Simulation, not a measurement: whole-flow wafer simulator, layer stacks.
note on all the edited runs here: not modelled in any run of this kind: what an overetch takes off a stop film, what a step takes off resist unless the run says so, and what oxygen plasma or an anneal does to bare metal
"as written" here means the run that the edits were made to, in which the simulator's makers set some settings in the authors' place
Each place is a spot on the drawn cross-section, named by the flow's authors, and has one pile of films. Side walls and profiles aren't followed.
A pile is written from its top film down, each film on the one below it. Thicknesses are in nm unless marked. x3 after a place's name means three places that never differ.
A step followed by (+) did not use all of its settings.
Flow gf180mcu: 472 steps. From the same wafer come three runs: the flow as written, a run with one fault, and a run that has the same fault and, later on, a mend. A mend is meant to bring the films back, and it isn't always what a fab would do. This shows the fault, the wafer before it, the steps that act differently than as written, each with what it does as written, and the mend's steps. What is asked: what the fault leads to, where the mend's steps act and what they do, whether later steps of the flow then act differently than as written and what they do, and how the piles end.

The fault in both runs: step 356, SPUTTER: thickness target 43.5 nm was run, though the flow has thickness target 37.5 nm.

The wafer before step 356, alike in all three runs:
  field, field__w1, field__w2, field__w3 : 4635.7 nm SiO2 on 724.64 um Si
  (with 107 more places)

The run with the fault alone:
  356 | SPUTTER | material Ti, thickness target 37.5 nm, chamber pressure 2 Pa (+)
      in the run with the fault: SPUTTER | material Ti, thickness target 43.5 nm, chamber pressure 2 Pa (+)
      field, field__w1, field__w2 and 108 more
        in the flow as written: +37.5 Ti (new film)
        in the run with the fault: +43.5 Ti (new film)
  Later steps of the flow acting differently than as written (1 other step is not shown; it differs only slightly, by no more than 2% or 0.5 nm, whichever is larger):
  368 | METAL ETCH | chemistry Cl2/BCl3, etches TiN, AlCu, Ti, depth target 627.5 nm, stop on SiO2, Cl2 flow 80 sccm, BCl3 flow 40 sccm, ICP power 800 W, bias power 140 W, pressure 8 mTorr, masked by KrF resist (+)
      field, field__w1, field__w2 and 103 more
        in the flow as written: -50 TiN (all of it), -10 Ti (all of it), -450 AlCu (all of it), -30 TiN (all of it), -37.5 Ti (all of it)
        in the run with the fault: -50 TiN (all of it), -10 Ti (all of it), -450 AlCu (all of it), -30 TiN (all of it), -43.5 Ti (all of it)
  At field__w8, contact, m1, m1__w1, m1_nw, the piles at the end differ from the flow's by more than 2% or 0.5 nm, whichever is larger.
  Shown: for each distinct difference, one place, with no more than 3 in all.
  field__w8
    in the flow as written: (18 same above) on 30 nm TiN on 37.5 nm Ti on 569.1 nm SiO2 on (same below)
    in the run with the fault: (18 same above) on 30 nm TiN on 43.5 nm Ti on 569.1 nm SiO2 on (same below)
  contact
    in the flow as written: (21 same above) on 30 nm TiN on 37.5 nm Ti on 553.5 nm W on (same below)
    in the run with the fault: (21 same above) on 30 nm TiN on 43.5 nm Ti on 553.5 nm W on (same below)

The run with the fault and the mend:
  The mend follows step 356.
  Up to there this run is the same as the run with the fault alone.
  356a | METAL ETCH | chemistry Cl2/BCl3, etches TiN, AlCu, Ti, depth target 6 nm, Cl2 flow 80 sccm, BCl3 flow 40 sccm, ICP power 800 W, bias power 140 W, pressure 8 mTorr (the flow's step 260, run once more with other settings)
      field, field__w1, field__w2 and 108 more
        -6 Ti
  Every later step of the flow that is run acts as written at every place that is followed.
  By the end, the piles equal the flow's at every place that both follow.
